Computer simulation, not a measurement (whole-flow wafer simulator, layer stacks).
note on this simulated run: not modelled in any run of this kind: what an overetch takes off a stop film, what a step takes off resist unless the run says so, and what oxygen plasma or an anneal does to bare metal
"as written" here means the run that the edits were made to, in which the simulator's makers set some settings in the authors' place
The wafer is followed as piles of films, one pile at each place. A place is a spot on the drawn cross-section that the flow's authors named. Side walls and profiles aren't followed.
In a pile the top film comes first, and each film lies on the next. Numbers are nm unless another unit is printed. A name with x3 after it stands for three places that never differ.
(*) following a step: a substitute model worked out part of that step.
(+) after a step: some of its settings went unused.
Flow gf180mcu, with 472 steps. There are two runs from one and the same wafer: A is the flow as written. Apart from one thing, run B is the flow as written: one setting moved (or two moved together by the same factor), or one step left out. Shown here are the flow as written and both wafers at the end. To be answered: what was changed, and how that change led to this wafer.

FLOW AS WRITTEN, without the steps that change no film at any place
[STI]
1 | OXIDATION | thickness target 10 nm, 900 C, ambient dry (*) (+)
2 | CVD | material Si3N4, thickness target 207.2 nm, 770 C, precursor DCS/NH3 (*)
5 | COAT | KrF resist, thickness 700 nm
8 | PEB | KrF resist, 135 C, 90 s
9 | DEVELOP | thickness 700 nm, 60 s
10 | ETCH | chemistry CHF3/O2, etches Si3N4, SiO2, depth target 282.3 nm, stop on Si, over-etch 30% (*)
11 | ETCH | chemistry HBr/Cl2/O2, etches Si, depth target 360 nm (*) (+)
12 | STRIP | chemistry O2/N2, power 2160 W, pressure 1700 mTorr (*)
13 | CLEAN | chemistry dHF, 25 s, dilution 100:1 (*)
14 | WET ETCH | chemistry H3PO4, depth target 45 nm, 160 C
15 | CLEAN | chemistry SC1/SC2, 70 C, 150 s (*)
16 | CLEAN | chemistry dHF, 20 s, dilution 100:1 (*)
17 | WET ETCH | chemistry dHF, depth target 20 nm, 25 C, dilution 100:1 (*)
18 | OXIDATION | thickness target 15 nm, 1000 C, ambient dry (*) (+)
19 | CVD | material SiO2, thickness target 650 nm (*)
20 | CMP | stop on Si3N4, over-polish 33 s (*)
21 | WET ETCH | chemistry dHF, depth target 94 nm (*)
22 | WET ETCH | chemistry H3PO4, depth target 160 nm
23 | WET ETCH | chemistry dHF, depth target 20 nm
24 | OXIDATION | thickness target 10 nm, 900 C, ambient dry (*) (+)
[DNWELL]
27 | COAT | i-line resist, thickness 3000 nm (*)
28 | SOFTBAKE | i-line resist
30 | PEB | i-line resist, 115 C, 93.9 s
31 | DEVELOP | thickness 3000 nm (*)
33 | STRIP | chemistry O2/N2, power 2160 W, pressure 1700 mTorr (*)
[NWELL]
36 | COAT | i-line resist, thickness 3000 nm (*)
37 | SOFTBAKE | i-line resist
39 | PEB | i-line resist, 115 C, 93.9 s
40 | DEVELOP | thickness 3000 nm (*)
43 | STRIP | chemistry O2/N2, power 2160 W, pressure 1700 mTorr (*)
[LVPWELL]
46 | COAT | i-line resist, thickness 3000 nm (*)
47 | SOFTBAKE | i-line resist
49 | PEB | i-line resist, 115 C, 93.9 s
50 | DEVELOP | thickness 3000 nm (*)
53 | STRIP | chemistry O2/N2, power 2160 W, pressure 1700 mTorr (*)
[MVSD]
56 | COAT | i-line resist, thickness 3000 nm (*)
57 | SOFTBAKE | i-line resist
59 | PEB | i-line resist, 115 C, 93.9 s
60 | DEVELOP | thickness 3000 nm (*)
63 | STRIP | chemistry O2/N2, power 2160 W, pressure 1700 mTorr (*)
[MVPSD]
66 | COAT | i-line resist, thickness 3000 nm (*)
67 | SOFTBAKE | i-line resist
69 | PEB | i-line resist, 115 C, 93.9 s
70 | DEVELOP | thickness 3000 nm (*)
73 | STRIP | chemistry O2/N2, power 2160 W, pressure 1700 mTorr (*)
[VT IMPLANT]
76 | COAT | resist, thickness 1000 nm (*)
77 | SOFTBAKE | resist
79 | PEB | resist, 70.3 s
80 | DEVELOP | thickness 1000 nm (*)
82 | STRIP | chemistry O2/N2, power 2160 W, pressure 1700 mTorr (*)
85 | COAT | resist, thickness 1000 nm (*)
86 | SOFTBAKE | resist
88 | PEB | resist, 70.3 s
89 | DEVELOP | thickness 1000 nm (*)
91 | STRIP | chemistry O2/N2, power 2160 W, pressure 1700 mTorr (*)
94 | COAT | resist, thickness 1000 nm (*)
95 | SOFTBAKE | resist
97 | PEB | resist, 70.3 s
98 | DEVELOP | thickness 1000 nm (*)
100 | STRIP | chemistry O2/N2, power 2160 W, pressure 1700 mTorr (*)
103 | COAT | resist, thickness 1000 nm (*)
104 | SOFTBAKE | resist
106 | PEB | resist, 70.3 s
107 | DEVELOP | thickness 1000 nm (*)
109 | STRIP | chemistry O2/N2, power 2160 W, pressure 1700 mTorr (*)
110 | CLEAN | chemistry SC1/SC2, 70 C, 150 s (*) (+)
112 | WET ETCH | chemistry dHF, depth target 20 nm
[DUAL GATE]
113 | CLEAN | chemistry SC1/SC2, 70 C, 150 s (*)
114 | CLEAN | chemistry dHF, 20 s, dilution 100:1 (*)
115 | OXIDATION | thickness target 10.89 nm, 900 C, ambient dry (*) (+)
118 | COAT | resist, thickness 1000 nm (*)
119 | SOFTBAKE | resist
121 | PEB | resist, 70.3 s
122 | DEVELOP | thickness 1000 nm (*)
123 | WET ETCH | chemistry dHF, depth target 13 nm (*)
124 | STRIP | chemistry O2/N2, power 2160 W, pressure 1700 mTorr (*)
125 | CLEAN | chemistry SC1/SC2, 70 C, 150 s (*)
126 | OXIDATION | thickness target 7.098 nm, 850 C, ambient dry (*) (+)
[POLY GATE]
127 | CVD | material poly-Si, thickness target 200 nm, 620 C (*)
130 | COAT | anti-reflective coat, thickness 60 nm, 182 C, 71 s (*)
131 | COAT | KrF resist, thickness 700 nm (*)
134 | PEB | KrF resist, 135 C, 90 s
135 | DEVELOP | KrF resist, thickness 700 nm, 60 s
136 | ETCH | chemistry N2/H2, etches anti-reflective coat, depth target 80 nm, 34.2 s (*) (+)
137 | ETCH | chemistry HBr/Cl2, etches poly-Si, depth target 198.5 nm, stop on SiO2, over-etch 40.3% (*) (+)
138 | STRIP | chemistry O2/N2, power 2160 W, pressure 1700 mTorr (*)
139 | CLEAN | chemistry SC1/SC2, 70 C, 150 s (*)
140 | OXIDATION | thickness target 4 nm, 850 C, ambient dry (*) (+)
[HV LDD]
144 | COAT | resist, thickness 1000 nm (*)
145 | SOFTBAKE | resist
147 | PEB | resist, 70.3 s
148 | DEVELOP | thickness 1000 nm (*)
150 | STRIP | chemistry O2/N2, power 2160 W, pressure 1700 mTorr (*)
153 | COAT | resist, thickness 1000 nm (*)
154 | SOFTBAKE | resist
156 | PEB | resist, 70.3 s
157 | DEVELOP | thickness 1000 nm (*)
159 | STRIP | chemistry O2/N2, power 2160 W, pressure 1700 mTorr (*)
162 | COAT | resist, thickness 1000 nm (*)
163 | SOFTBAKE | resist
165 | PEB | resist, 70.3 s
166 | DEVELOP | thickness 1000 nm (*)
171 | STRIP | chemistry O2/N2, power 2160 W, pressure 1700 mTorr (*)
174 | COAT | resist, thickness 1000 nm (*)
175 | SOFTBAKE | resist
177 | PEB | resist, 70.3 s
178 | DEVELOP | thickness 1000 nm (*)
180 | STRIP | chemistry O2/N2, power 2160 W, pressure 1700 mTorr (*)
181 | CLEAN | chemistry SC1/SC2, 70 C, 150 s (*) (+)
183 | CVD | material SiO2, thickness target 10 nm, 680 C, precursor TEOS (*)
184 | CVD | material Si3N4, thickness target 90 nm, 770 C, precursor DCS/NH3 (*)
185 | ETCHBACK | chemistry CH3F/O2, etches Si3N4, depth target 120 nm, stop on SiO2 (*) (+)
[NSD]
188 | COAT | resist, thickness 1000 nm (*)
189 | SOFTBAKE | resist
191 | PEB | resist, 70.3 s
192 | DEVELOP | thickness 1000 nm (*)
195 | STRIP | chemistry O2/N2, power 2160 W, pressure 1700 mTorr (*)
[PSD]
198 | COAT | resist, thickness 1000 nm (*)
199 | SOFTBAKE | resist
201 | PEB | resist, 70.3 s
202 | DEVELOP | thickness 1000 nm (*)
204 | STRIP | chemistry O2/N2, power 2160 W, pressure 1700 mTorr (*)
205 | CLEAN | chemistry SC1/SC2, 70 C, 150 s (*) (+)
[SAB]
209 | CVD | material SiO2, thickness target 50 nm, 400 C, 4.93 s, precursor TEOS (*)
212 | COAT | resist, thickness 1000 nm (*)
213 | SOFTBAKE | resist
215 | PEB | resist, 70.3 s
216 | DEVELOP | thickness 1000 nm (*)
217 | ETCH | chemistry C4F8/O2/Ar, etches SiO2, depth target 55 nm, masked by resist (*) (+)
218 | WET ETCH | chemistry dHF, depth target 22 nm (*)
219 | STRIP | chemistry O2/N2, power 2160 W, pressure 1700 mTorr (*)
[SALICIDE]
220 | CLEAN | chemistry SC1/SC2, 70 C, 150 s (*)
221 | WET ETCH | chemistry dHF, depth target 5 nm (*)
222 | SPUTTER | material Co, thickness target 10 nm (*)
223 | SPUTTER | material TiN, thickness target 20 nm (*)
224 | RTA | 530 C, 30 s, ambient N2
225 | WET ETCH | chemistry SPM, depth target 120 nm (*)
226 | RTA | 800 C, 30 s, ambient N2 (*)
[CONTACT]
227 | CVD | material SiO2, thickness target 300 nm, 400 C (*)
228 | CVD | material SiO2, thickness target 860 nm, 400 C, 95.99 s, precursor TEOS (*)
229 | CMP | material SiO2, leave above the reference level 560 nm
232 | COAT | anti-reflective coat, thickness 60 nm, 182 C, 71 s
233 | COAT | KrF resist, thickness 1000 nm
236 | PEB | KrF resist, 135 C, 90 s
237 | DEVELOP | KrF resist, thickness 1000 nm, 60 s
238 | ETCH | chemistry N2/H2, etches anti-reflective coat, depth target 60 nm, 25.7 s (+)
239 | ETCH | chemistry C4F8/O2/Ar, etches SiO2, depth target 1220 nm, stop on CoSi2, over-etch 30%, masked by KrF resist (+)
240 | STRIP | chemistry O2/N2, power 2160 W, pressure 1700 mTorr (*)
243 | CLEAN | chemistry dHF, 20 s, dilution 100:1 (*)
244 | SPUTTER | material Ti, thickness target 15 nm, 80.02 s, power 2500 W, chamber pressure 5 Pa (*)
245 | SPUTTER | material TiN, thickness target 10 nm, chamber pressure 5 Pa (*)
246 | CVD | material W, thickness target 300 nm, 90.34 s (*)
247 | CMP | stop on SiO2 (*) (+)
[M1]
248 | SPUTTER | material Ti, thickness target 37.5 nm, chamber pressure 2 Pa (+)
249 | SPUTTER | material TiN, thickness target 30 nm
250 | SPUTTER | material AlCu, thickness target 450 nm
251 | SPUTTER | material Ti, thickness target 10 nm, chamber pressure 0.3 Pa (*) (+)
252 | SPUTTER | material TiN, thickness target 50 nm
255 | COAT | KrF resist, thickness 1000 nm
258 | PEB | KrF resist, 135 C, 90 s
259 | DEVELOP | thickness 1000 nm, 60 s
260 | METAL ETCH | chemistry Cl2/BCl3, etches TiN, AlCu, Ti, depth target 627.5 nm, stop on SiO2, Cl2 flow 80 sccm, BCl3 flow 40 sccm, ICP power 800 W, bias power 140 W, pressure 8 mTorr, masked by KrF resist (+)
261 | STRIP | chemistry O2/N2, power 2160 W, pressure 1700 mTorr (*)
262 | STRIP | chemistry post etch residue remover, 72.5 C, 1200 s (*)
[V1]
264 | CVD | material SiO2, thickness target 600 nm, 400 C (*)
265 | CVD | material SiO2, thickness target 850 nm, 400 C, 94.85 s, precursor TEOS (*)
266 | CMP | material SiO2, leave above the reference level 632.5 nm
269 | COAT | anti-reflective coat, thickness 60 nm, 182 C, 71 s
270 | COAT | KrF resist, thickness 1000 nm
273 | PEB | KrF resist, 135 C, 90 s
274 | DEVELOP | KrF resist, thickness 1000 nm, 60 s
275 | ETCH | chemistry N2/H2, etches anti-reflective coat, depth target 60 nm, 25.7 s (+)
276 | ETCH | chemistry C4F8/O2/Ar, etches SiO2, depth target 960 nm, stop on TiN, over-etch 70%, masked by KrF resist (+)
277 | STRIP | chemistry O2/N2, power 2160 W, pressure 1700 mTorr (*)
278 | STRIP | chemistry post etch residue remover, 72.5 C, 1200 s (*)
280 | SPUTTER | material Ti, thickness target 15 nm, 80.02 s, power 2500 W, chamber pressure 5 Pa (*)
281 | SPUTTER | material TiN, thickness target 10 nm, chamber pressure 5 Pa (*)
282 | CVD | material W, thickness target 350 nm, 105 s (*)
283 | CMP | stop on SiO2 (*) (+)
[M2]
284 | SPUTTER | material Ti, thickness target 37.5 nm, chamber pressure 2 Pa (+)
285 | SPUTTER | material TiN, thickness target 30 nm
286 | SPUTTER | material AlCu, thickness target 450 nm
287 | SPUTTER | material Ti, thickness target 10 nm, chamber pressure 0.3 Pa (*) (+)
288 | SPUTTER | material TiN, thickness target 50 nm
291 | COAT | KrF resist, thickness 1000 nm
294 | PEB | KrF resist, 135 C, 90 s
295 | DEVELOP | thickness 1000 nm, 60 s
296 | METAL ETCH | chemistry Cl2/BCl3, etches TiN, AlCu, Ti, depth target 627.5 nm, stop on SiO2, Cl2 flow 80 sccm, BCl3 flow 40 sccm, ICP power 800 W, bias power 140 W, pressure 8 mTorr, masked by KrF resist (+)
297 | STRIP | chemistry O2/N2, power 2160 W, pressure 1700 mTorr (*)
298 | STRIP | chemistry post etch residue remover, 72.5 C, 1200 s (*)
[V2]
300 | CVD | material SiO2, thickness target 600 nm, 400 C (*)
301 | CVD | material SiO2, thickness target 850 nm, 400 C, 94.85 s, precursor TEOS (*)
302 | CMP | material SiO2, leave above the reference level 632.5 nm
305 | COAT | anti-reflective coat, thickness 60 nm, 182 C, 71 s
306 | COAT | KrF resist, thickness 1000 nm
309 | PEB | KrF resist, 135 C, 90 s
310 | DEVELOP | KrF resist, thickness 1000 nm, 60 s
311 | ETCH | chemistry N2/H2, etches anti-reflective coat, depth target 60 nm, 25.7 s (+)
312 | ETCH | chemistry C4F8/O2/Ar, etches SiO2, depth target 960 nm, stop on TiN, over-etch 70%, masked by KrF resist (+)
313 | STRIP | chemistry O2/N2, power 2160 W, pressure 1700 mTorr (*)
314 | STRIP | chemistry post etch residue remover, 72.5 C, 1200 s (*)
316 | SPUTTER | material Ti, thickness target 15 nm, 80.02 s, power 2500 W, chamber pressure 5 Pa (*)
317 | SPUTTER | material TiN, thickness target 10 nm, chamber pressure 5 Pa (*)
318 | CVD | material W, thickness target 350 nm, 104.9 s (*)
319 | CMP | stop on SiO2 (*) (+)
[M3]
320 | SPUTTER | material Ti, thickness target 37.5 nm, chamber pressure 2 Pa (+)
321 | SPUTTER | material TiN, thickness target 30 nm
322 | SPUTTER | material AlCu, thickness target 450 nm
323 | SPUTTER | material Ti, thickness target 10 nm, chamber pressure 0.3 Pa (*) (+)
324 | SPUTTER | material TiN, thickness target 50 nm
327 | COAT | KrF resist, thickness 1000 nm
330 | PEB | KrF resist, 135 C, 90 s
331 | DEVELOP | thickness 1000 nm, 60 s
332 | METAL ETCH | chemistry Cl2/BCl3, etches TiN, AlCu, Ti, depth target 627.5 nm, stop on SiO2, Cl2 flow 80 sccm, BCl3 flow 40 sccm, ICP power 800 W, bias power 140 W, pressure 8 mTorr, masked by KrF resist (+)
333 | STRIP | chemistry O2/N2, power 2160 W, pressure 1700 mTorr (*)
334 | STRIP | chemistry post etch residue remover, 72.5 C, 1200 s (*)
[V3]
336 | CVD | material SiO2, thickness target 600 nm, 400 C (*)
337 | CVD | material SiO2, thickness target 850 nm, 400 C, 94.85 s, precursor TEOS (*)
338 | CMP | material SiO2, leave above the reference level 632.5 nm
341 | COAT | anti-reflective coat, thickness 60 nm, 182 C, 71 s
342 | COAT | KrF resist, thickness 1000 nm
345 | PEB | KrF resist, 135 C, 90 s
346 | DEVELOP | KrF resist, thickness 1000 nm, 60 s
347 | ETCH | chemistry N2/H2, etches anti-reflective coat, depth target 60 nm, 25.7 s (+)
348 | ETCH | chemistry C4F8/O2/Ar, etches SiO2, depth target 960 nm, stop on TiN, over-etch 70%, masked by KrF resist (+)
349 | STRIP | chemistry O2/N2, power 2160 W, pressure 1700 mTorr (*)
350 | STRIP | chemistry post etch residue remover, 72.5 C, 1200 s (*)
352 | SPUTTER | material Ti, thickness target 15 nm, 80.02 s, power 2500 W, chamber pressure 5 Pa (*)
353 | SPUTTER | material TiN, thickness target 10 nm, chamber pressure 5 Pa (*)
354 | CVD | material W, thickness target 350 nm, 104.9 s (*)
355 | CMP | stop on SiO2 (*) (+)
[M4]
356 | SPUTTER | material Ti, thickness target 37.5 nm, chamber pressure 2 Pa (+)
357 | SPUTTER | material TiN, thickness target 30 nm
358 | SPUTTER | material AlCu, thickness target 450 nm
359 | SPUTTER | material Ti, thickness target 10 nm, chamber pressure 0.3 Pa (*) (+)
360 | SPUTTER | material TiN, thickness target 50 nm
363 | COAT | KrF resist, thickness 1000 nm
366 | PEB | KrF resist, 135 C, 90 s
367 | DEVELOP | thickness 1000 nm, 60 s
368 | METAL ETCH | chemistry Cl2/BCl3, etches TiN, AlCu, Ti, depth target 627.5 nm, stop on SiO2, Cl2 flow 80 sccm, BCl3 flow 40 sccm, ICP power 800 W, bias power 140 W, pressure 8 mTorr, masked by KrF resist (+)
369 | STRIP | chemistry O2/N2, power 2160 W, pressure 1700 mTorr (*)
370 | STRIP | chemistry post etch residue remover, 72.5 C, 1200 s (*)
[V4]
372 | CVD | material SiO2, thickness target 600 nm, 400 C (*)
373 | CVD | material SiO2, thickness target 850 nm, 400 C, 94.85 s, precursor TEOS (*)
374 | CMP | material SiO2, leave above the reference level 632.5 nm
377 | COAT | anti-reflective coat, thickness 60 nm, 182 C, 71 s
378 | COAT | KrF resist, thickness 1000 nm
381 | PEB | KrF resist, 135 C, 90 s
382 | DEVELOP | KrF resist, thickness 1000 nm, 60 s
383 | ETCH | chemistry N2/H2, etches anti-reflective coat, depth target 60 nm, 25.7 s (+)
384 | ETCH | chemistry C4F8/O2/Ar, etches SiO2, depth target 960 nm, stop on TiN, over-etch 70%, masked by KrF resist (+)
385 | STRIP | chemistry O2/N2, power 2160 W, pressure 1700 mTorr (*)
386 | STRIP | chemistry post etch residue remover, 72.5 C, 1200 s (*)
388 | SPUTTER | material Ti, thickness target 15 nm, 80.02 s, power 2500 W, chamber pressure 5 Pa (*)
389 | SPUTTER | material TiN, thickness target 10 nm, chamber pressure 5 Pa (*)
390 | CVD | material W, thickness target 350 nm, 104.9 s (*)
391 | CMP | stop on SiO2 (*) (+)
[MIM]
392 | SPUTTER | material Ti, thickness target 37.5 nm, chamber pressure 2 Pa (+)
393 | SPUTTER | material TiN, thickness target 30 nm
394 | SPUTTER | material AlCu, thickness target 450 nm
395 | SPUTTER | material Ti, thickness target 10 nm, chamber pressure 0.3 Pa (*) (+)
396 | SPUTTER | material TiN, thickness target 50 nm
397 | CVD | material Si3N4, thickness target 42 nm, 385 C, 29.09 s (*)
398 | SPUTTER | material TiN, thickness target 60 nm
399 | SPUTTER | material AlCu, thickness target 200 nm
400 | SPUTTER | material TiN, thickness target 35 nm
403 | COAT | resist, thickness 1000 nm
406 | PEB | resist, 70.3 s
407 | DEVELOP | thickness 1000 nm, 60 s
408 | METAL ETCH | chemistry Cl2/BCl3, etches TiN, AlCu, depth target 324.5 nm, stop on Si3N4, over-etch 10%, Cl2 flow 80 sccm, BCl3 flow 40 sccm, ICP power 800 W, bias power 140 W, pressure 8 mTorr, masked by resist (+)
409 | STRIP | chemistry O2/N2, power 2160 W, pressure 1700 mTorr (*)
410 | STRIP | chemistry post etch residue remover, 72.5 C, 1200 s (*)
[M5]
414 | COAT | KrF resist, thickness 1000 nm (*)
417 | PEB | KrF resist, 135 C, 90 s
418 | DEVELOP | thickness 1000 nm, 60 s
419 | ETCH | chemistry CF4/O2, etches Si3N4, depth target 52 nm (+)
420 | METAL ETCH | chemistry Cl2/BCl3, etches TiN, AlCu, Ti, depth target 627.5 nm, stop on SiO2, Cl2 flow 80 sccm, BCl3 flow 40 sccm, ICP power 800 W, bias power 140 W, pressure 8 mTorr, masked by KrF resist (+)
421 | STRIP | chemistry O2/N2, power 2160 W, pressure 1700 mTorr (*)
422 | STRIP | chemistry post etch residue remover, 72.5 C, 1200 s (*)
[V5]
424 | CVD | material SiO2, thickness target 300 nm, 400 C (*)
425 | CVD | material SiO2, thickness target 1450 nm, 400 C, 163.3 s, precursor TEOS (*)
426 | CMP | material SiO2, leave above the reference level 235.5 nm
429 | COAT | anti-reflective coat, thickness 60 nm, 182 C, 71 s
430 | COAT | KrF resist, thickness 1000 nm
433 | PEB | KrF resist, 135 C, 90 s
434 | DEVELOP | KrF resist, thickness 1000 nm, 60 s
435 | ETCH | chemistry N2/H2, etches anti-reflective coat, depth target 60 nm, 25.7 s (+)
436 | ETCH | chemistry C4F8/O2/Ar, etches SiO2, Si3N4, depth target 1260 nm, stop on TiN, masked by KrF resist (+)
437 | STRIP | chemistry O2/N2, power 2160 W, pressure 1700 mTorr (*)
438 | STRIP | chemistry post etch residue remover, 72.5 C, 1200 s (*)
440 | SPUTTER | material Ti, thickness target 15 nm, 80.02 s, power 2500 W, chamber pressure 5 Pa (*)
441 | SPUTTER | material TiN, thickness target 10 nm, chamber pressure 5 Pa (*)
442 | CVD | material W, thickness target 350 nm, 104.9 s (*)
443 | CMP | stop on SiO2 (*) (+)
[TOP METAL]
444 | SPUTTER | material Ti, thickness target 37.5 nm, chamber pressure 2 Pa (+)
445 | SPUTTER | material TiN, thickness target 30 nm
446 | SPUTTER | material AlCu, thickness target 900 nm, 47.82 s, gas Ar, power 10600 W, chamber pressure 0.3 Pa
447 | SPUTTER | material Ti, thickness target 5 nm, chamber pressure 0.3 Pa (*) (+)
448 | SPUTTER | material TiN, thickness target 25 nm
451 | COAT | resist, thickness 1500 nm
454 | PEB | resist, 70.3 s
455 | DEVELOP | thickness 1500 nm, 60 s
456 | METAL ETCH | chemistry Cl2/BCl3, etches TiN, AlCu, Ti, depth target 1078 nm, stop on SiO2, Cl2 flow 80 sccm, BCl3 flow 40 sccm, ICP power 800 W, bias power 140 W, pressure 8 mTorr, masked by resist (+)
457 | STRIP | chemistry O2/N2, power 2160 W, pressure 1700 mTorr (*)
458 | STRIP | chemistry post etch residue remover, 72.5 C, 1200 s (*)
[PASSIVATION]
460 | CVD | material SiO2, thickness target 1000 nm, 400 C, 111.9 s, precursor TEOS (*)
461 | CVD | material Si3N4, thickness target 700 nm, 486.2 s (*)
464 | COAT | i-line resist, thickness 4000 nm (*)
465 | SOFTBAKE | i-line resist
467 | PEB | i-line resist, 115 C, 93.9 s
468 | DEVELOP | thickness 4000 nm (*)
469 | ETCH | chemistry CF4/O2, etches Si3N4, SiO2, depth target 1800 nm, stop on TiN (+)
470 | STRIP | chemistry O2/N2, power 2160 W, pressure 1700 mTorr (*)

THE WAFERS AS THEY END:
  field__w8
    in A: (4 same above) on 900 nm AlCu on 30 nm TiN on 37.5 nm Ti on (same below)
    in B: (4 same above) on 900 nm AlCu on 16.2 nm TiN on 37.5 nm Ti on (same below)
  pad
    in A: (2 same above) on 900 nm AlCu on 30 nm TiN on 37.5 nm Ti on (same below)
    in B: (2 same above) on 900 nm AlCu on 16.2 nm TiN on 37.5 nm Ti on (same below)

Cause: step 445, SPUTTER: thickness target 16.2 nm was run, though the flow has thickness target 30 nm.
One can read it off the wafer: field__w8 has TiN 16.2, and step 445 as written asks for 30 nm.

The path from the change to this, step by step:
  445 | SPUTTER | material TiN, thickness target 30 nm
      field, field__w1, field__w2 and 109 more: A TiN gains 30 (new film) | B TiN gains 16.2 (new film)
  456 | METAL ETCH | chemistry Cl2/BCl3, etches TiN, AlCu, Ti, depth target 1078 nm, stop on SiO2, Cl2 flow 80 sccm, BCl3 flow 40 sccm, ICP power 800 W, bias power 140 W, pressure 8 mTorr, masked by resist (+)
      field, field__w1, field__w2 and 103 more: A TiN loses 25 (all of it), Ti loses 5 (all of it), AlCu loses 900 (all of it), TiN loses 30 (all of it), Ti loses 37.5 (all of it) | B TiN loses 25 (all of it), Ti loses 5 (all of it), AlCu loses 900 (all of it), TiN loses 16.2 (all of it), Ti loses 37.5 (all of it)
  465 | SOFTBAKE | i-line resist
      field__w11, field__w13: A i-line resist gains 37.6 | B i-line resist gains 36.8
      ld_acc_p, ld_fp_p: A i-line resist gains 33.8 | B i-line resist gains 33.1
      (and at 27 other places as well)
